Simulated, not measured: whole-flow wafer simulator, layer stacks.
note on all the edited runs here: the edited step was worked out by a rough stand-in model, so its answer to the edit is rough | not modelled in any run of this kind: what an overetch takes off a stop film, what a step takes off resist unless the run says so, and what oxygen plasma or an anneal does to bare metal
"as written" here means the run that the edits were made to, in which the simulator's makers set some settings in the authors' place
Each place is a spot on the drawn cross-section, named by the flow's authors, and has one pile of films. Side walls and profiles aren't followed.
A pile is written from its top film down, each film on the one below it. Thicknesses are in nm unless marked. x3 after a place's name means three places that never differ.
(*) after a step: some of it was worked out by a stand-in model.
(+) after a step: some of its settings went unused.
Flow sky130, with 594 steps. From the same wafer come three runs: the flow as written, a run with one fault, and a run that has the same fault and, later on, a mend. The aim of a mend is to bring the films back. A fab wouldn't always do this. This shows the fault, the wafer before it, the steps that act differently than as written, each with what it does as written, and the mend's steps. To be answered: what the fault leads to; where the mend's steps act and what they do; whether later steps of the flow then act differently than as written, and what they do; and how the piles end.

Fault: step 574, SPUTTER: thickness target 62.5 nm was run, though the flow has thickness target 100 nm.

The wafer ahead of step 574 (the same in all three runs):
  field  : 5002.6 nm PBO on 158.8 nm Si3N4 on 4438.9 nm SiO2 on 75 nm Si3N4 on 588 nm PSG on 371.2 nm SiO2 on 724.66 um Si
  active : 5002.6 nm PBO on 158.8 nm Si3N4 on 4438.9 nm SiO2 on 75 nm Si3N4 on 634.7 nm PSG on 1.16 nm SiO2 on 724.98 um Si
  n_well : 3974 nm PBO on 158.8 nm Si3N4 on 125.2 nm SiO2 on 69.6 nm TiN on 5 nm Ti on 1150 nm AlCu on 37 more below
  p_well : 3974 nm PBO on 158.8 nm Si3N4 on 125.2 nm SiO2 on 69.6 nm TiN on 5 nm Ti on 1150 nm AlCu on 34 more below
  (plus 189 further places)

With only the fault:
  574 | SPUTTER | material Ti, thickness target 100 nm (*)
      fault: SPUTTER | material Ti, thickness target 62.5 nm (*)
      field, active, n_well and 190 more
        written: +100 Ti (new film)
        fault: +62.5 Ti (new film)
  Steps further on in the flow that do not act as written (7 other steps are not shown; they differ only slightly, by no more than 2% or 0.5 nm, whichever is larger):
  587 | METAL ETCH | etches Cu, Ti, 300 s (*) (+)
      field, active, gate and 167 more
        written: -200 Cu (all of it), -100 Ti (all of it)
        fault: -200 Cu (all of it), -62.5 Ti (all of it)
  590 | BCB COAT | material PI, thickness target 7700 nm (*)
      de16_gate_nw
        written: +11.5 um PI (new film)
        fault: +11.47 um PI (new film)
  By the end, the piles at n_well, p_well, sd_n and 20 more depart from the flow's by more than 2% or 0.5 nm, whichever is larger.
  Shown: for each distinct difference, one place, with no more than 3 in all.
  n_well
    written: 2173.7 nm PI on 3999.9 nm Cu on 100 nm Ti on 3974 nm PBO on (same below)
    fault: 2198 nm PI on 3999.9 nm Cu on 62.5 nm Ti on 3974 nm PBO on (same below)
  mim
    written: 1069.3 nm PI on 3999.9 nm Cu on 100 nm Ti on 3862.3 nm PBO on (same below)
    fault: 1104.4 nm PI on 3999.9 nm Cu on 62.5 nm Ti on 3862.3 nm PBO on (same below)
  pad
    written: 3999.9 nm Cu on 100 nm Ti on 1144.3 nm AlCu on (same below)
    fault: 3999.9 nm Cu on 62.5 nm Ti on 1144.3 nm AlCu on (same below)

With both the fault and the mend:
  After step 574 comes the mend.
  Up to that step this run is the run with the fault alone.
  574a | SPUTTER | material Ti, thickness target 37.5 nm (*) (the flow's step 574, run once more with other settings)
      field, active, n_well and 190 more
        +37.5 Ti
  Every later step of the flow that is run acts as written at every place that is followed.
  By the end, the piles equal the flow's at every place that both follow.
